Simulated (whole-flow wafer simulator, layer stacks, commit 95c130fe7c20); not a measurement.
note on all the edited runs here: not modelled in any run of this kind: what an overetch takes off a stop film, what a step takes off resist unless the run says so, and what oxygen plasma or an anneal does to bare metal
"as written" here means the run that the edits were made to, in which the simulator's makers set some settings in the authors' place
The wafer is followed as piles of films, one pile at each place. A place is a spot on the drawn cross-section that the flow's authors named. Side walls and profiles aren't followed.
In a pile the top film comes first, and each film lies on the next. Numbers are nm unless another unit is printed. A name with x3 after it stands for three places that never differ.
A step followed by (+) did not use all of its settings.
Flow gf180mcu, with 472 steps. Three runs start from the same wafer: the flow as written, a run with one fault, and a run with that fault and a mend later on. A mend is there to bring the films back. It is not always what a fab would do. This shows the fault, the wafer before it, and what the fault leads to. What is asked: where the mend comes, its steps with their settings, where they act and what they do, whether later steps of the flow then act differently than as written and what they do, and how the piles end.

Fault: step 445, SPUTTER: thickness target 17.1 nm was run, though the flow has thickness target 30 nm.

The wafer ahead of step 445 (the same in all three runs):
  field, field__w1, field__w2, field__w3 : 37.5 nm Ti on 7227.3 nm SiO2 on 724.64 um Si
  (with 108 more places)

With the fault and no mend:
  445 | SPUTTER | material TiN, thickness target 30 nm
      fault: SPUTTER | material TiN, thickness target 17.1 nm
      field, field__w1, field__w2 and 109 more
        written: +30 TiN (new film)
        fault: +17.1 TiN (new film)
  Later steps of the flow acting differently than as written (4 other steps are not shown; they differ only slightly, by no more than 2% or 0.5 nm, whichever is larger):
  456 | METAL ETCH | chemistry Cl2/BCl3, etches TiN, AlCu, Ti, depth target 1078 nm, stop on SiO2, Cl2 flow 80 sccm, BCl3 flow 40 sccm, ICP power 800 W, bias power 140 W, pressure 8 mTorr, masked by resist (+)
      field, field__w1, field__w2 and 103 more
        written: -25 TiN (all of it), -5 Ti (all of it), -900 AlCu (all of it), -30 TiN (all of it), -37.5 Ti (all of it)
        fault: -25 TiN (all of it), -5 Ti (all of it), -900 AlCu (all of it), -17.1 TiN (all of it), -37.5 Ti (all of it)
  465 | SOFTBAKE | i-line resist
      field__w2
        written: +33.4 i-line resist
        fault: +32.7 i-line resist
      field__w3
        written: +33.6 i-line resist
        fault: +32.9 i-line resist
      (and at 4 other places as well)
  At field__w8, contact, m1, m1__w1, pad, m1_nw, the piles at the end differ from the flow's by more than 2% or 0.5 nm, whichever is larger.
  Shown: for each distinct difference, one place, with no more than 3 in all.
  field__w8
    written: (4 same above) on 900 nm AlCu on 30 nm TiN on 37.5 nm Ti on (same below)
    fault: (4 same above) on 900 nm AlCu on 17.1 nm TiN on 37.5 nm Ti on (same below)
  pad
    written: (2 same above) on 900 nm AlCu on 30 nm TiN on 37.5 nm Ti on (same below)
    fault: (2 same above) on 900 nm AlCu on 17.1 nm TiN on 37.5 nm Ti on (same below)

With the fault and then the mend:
  The mend stands after step 445.
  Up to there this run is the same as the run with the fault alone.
  445a | SPUTTER | material TiN, thickness target 12.9 nm (the flow's step 445 again, with other settings)
      field, field__w1, field__w2 and 109 more
        +12.9 TiN
  Later steps of the flow that are run all act as written at every place that is followed.
  At every place that both follow, the piles at the end match the flow's.
